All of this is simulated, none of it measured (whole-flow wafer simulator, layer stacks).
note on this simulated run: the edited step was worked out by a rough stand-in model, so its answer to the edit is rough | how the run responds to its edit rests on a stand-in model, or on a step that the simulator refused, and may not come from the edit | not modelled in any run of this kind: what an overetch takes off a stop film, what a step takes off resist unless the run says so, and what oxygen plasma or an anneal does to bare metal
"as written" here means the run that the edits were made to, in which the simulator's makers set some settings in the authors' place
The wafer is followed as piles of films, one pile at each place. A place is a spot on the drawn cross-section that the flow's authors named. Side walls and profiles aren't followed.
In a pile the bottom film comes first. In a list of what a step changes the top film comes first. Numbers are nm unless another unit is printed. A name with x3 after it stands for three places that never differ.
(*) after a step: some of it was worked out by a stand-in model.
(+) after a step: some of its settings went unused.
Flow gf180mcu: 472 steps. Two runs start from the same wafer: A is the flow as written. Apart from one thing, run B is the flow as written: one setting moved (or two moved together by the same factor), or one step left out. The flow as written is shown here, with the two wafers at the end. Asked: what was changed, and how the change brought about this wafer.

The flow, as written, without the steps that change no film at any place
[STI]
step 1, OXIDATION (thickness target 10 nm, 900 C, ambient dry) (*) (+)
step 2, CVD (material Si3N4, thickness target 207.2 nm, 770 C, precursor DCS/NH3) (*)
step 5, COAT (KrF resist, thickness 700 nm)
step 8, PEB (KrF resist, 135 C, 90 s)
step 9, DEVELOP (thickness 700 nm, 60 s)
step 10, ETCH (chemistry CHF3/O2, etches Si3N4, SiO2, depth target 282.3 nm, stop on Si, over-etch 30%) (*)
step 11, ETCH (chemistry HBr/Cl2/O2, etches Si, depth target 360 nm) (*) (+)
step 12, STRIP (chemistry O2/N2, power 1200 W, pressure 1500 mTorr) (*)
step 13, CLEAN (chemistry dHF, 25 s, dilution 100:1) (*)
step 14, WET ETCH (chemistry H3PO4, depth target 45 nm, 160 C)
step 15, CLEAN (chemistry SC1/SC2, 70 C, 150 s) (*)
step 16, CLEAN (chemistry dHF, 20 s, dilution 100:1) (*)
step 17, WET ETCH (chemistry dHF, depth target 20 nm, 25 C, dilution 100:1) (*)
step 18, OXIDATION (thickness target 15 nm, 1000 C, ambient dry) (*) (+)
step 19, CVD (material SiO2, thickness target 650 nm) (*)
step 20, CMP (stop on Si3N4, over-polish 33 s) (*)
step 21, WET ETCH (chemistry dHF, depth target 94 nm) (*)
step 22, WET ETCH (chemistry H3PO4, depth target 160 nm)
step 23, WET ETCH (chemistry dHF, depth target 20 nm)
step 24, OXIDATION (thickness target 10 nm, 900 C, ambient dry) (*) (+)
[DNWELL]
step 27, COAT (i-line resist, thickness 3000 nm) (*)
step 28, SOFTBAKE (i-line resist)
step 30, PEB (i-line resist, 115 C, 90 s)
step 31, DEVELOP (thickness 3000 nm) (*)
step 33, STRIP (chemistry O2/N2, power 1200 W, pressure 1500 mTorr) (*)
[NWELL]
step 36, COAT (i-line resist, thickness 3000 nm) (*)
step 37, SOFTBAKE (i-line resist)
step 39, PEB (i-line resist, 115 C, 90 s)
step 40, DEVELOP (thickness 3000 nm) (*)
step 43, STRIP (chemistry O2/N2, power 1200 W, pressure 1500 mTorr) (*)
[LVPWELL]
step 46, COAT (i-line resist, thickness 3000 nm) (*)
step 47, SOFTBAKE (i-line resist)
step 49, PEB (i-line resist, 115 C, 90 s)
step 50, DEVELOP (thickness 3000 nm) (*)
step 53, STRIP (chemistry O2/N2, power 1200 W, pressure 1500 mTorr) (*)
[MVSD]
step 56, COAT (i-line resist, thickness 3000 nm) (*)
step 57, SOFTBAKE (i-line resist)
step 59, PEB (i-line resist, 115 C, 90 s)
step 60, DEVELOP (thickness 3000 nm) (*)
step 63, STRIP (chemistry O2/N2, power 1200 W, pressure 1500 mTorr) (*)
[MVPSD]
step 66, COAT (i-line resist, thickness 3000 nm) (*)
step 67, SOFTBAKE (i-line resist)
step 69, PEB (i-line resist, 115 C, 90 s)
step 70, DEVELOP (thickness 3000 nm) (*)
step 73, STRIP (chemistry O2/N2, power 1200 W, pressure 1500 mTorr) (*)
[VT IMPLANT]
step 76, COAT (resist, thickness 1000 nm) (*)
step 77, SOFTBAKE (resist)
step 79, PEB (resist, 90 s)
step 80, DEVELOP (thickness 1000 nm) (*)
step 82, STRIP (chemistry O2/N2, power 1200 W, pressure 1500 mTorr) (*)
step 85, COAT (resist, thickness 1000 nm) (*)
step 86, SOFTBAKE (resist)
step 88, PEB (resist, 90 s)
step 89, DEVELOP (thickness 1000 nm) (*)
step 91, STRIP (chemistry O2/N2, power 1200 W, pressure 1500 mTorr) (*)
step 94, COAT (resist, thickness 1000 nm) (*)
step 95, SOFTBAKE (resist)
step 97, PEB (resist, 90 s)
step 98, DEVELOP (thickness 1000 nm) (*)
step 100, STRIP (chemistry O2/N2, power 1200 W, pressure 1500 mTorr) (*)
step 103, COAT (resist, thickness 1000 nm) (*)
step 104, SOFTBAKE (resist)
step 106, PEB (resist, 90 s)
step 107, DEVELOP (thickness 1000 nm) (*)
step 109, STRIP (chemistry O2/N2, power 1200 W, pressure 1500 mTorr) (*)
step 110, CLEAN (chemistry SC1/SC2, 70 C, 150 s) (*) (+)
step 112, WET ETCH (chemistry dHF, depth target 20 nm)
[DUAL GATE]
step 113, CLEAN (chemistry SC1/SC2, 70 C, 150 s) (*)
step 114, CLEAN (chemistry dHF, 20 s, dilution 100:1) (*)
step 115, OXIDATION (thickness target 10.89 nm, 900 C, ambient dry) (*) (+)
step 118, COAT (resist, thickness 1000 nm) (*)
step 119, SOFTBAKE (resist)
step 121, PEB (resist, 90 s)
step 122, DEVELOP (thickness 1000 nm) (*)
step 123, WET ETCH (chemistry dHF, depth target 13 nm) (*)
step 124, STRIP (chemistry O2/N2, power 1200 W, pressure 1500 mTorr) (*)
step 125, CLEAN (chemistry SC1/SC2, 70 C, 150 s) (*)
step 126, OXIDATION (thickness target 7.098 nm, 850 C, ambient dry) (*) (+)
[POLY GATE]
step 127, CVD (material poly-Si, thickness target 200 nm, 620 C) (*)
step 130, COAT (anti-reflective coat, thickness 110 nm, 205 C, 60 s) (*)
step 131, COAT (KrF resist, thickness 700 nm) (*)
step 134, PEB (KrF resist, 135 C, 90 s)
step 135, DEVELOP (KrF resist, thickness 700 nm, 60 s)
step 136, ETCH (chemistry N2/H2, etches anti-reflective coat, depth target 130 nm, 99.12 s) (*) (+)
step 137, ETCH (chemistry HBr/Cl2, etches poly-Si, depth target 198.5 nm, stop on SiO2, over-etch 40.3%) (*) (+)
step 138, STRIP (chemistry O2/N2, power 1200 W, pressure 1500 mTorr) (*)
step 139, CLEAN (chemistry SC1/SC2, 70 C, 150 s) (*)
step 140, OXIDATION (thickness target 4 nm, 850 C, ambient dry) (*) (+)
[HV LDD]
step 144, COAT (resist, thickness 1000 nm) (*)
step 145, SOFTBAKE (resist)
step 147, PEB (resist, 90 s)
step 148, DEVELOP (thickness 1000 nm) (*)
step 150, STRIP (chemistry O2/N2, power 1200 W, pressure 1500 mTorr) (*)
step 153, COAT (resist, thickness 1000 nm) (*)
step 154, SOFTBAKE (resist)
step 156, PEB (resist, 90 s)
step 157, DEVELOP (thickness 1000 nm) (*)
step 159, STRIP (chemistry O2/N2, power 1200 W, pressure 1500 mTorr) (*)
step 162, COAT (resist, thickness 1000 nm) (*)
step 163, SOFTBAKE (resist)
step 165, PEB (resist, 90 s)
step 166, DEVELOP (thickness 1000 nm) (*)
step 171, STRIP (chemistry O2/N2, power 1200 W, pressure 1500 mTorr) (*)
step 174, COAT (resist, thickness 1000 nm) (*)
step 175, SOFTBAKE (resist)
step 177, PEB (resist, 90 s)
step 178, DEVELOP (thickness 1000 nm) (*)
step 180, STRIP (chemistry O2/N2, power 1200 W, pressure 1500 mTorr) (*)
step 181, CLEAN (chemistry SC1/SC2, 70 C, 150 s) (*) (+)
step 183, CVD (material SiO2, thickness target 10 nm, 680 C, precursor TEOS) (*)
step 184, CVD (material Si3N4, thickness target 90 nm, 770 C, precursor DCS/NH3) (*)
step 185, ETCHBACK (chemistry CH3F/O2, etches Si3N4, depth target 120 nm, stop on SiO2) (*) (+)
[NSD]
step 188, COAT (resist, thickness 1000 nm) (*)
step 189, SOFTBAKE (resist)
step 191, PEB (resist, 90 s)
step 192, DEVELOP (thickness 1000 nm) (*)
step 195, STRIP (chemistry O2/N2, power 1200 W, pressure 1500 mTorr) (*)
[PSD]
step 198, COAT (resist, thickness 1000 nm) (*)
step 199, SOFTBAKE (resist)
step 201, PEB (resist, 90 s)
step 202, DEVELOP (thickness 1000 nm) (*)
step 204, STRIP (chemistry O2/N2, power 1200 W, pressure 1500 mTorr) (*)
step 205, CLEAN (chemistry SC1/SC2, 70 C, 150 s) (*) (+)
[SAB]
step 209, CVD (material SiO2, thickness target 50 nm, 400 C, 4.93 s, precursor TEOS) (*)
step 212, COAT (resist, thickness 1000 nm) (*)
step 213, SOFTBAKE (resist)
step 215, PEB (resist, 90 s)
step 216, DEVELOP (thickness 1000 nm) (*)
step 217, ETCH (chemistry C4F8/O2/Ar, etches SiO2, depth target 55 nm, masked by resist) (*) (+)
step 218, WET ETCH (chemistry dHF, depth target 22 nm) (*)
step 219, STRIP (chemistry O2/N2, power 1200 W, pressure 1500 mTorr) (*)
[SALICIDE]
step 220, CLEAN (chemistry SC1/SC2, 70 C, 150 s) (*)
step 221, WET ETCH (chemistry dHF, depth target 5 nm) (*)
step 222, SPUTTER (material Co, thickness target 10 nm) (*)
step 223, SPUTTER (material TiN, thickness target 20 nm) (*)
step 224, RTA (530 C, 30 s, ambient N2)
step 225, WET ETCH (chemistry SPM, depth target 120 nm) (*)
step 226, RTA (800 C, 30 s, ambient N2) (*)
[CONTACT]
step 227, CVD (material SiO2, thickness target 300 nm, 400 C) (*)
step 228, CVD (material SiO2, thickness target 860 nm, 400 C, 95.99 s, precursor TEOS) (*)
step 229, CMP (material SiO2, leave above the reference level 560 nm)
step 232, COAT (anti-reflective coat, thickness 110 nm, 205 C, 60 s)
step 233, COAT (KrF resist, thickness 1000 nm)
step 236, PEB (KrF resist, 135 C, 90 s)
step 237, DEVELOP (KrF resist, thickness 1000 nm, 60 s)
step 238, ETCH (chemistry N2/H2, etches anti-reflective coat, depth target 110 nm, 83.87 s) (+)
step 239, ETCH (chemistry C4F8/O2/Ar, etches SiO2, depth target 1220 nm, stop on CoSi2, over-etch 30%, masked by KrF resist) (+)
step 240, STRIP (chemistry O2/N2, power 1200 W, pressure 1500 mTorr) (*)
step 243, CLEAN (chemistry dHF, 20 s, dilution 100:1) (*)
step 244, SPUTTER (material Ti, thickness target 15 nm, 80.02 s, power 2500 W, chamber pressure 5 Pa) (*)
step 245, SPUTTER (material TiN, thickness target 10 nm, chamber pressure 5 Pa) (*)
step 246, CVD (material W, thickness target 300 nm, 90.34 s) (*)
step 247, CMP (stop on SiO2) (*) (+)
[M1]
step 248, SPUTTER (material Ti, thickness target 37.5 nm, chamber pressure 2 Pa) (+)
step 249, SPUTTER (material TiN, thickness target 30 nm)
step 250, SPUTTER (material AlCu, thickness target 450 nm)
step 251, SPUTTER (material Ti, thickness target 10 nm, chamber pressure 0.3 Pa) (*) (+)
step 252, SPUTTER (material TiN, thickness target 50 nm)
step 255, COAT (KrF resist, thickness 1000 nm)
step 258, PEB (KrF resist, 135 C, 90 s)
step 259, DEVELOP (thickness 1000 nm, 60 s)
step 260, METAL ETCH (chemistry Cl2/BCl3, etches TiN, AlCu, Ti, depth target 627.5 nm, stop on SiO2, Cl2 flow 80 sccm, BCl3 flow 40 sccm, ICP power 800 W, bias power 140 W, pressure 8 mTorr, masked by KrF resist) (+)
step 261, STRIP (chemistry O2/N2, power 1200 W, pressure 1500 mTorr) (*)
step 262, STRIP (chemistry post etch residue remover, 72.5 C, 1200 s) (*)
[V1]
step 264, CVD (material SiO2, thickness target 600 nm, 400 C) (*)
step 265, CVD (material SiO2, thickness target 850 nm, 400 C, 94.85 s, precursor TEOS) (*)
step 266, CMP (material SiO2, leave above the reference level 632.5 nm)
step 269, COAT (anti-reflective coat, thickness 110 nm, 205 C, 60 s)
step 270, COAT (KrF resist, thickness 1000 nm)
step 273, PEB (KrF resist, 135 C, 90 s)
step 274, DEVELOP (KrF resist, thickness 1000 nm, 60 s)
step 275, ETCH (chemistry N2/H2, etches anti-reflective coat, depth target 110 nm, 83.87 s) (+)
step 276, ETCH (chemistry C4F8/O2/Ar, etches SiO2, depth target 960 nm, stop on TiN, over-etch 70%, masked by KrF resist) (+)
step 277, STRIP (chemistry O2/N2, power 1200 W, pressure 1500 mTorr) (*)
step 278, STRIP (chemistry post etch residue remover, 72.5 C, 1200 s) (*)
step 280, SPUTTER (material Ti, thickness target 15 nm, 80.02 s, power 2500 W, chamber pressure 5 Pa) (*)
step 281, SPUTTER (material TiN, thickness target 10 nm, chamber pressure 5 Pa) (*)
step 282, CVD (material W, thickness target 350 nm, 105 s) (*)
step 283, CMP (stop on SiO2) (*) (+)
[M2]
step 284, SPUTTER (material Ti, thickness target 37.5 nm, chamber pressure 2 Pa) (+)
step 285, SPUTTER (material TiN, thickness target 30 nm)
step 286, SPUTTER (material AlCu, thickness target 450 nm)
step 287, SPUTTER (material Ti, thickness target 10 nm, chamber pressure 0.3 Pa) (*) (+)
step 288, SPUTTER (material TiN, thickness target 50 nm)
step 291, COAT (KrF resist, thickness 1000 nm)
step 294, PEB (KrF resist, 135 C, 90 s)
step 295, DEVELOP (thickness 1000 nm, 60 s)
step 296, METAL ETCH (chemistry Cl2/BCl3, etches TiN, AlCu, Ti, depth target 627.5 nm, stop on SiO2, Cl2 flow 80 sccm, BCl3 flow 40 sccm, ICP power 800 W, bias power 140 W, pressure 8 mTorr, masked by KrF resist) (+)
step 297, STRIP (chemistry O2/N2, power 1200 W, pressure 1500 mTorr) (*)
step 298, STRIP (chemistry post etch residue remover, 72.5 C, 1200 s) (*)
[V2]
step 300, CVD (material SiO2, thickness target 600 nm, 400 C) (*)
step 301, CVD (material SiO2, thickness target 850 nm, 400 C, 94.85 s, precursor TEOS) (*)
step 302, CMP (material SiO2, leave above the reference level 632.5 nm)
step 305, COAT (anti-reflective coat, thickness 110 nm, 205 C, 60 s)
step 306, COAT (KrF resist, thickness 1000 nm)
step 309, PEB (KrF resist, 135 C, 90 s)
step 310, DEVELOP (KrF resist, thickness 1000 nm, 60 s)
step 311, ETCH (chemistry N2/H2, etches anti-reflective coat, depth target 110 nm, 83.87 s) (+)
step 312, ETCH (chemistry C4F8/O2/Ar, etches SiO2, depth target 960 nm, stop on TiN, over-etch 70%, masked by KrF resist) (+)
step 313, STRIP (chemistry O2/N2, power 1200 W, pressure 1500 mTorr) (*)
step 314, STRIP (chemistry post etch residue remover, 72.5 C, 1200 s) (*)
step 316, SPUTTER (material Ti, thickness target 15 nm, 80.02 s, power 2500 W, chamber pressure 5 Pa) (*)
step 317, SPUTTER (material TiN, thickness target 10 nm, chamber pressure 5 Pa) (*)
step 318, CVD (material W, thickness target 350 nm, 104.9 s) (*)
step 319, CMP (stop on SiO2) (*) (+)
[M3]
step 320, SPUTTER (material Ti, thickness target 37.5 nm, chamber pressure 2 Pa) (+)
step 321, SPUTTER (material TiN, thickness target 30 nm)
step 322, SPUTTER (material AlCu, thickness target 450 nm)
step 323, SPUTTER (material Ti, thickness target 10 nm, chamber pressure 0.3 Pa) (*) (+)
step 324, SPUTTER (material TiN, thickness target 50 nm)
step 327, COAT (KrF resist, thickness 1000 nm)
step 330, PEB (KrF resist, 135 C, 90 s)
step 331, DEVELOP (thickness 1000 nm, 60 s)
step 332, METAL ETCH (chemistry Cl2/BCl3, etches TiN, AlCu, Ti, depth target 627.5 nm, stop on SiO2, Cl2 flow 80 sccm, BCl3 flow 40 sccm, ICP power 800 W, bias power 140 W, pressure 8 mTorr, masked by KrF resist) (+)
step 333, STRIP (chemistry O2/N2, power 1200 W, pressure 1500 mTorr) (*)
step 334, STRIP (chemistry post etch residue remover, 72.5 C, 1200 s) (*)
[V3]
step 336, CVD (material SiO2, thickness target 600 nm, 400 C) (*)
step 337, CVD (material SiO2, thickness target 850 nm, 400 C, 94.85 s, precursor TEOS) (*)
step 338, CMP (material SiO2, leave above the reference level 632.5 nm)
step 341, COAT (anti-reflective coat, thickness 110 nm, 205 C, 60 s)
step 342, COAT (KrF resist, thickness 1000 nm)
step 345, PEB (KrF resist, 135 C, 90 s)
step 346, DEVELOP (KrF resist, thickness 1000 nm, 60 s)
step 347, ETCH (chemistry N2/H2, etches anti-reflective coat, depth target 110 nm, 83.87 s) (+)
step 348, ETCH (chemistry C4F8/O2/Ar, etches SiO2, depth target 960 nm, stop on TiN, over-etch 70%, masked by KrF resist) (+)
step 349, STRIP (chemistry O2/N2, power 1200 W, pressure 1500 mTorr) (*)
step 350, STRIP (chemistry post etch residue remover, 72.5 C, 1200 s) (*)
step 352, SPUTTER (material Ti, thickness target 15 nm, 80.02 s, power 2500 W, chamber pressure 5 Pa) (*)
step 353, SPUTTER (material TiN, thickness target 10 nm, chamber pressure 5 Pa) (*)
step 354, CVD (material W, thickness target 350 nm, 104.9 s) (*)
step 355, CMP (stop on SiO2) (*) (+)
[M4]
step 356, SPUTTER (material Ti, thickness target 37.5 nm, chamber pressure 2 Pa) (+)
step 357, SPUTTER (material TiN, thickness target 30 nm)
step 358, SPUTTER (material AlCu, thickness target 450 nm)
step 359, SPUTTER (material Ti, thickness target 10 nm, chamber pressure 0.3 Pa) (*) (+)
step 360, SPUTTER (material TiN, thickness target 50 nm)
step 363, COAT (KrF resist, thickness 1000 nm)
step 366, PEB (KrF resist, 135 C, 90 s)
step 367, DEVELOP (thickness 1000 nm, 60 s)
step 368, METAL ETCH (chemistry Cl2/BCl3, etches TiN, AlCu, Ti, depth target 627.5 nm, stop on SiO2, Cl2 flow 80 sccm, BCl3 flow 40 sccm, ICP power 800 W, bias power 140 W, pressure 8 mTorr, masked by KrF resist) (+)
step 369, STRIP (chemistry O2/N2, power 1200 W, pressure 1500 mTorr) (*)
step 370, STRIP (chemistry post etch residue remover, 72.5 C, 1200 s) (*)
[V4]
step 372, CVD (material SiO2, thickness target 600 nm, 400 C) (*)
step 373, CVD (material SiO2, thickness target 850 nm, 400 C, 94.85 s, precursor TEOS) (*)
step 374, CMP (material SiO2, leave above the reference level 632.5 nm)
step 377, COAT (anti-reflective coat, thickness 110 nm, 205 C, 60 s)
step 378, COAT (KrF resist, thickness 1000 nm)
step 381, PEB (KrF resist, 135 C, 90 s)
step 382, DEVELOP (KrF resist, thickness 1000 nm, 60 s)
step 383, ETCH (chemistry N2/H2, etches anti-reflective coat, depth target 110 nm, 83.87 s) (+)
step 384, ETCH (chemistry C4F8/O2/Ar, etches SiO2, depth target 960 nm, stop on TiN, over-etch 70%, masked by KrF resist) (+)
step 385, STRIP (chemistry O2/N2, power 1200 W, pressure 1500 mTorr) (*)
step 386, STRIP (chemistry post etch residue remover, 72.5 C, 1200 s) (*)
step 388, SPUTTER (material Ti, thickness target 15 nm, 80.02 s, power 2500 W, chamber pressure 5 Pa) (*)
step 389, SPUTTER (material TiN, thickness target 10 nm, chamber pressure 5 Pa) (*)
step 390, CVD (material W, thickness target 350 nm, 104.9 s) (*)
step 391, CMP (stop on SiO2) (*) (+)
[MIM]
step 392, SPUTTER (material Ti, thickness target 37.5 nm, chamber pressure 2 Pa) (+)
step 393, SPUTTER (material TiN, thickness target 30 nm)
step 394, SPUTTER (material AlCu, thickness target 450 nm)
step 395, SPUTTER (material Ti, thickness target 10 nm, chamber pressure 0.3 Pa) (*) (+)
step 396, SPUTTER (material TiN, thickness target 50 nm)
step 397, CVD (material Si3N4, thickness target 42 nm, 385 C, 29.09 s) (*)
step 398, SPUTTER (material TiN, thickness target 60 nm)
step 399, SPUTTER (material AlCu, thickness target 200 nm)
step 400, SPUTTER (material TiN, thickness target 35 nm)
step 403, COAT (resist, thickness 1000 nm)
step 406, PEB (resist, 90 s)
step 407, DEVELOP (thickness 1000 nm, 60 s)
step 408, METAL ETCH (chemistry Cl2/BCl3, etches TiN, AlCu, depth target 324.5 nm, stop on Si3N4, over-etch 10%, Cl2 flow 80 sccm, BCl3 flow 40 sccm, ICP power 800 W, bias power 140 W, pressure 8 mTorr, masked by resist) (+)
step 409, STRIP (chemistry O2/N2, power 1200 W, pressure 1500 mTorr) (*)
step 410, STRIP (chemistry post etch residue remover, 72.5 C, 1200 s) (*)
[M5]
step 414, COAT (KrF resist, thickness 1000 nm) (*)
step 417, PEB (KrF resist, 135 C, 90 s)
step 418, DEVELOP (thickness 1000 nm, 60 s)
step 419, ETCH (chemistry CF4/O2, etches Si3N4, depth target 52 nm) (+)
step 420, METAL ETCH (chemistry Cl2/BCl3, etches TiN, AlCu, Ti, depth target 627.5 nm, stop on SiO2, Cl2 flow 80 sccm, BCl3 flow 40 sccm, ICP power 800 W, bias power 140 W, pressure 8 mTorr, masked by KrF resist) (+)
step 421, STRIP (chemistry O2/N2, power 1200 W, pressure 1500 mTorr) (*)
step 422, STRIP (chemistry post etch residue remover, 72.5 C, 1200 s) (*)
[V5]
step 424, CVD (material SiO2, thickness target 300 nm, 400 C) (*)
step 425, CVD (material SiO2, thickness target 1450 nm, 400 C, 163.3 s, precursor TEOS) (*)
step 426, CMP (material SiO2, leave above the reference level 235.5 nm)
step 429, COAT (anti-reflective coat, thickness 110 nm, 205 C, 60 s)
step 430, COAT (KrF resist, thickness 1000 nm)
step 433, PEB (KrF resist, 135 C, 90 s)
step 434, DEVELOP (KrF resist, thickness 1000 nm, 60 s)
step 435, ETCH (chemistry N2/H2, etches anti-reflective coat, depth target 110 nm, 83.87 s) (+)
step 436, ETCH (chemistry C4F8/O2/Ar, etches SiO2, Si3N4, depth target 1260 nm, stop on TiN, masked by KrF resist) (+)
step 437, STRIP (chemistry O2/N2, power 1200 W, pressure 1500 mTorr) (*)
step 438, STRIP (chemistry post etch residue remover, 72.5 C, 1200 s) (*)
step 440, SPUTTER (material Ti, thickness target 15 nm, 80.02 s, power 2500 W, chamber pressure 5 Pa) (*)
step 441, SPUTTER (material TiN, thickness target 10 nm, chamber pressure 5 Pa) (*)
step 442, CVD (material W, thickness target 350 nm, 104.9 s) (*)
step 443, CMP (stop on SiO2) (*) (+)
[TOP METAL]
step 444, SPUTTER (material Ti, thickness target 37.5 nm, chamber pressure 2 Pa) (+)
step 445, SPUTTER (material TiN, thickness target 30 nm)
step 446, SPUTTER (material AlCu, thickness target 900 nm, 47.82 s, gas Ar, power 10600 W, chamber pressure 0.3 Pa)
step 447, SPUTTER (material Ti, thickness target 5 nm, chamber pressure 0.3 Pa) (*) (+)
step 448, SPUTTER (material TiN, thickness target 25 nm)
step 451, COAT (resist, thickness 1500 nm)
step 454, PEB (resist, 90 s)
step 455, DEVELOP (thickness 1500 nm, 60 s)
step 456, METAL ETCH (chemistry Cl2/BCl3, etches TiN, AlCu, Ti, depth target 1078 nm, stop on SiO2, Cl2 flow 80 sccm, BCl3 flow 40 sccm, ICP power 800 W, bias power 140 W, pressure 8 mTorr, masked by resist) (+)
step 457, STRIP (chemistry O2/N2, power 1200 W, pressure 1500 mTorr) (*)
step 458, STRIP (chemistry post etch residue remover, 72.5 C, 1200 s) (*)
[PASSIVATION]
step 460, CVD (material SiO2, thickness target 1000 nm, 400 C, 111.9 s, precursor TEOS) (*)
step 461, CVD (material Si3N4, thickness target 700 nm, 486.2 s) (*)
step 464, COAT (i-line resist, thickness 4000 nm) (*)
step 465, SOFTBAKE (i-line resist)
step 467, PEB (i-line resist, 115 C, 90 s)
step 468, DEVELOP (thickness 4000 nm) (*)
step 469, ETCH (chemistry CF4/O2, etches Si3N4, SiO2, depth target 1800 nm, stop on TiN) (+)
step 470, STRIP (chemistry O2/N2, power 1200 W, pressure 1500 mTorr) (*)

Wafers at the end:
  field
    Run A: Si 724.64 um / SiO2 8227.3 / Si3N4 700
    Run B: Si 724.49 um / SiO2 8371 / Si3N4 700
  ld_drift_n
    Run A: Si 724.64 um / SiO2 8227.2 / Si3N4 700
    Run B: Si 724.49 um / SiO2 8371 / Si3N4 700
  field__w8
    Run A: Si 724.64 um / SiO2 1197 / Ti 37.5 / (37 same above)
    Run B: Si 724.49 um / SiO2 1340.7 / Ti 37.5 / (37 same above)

The reason: step 11, ETCH: depth target 504 nm was run, while the flow as written has depth target 360 nm.

How this came from the change, step by step:
  step 11, ETCH (chemistry HBr/Cl2/O2, etches Si, depth target 360 nm) (*) (+)
      active, n_well, p_well and 40 more: A -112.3 KrF resist | B -160.3 KrF resist
      field, field_sub, sti and 34 more: A -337 Si | B -481 Si
  step 12, STRIP (chemistry O2/N2, power 1200 W, pressure 1500 mTorr) (*)
      active, n_well, p_well and 40 more: A -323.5 KrF resist (all of it) | B -275.5 KrF resist (all of it)
  step 19, CVD (material SiO2, thickness target 650 nm) (*)
      m1, ld_fp_n, ld_drift_n and 8 more: A +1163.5 SiO2 | B +1307.5 SiO2
  step 20, CMP (stop on Si3N4, over-polish 33 s) (*)
      sti, mim_1p0, pad and 11 more: A -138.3 SiO2 | B nothing
      nw_enc_fld, nw_enc_fld_lv: A -142.4 SiO2 | B nothing
      (and at 10 other places as well)
  step 28, SOFTBAKE (i-line resist)
      ldn_tap: A +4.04 i-line resist | B +3.24 i-line resist
      ldn_sep: A +4.42 i-line resist | B +3.54 i-line resist
      (and at 17 other places as well)
  step 37, SOFTBAKE (i-line resist)
      ldn_tap: A +4.04 i-line resist | B +3.24 i-line resist
      ldn_sep: A +4.42 i-line resist | B +3.54 i-line resist
      (and at 17 other places as well)
  step 47, SOFTBAKE (i-line resist)
      ldn_tap: A +4.04 i-line resist | B +3.24 i-line resist
      ldn_sep: A +4.42 i-line resist | B +3.54 i-line resist
      (and at 17 other places as well)
  step 57, SOFTBAKE (i-line resist)
      ldn_tap: A +4.04 i-line resist | B +3.24 i-line resist
      ldn_sep: A +4.42 i-line resist | B +3.54 i-line resist
      (and at 17 other places as well)
  step 67, SOFTBAKE (i-line resist)
      ldn_tap: A +4.04 i-line resist | B +3.24 i-line resist
      ldn_sep: A +4.42 i-line resist | B +3.54 i-line resist
      (and at 17 other places as well)
  step 130, COAT (anti-reflective coat, thickness 110 nm, 205 C, 60 s) (*)
      sti, mim_1p0, pad, dice_street: A +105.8 anti-reflective coat (new film) | B +110.5 anti-reflective coat (new film)
      iso_nw_fld: A +104.9 anti-reflective coat (new film) | B +107.3 anti-reflective coat (new film)
      (and at 11 other places as well)
  step 136, ETCH (chemistry N2/H2, etches anti-reflective coat, depth target 130 nm, 99.12 s) (*) (+)
      sti, mim_1p0, pad, dice_street: A -105.8 anti-reflective coat (all of it), -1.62 poly-Si | B -110.5 anti-reflective coat (all of it), -1.5 poly-Si
      iso_nw_fld: A -104.9 anti-reflective coat (all of it), -1.64 poly-Si | B -107.3 anti-reflective coat (all of it), -1.58 poly-Si
      (and at 7 other places as well)
  step 138, STRIP (chemistry O2/N2, power 1200 W, pressure 1500 mTorr) (*)
      polyc_n: A +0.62 chemical SiO2 (new film), -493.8 KrF resist (all of it), -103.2 anti-reflective coat (all of it), -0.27 poly-Si | B +0.62 chemical SiO2 (new film), -494.4 KrF resist (all of it), -107 anti-reflective coat (all of it), -0.27 poly-Si
      polyc_n_rim: A +0.62 chemical SiO2 (new film), -494.1 KrF resist (all of it), -102.8 anti-reflective coat (all of it), -0.27 poly-Si | B +0.62 chemical SiO2 (new film), -494.6 KrF resist (all of it), -106.8 anti-reflective coat (all of it), -0.27 poly-Si
      (and at 2 other places as well)
  step 188, COAT (resist, thickness 1000 nm) (*)
      ldp_drn: A +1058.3 resist (new film) | B +1081.1 resist (new film)
  step 189, SOFTBAKE (resist)
      ldp_drn: A -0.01 resist | B +0.85 resist
      active_hv: A +0.78 resist | B +0.19 resist
  step 191, PEB (resist, 90 s)
      ldp_drn: A -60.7 resist | B -62.2 resist
  step 195, STRIP (chemistry O2/N2, power 1200 W, pressure 1500 mTorr) (*)
      ldp_drn: A -997.5 resist (all of it) | B -1019.8 resist (all of it)
  ... 10 other steps ...
  step 229, CMP (material SiO2, leave above the reference level 560 nm)
      sti, mim_1p0, pad, dice_street, iso_nw_fld, iso_fld_sub: A -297 SiO2 | B -290.9 SiO2
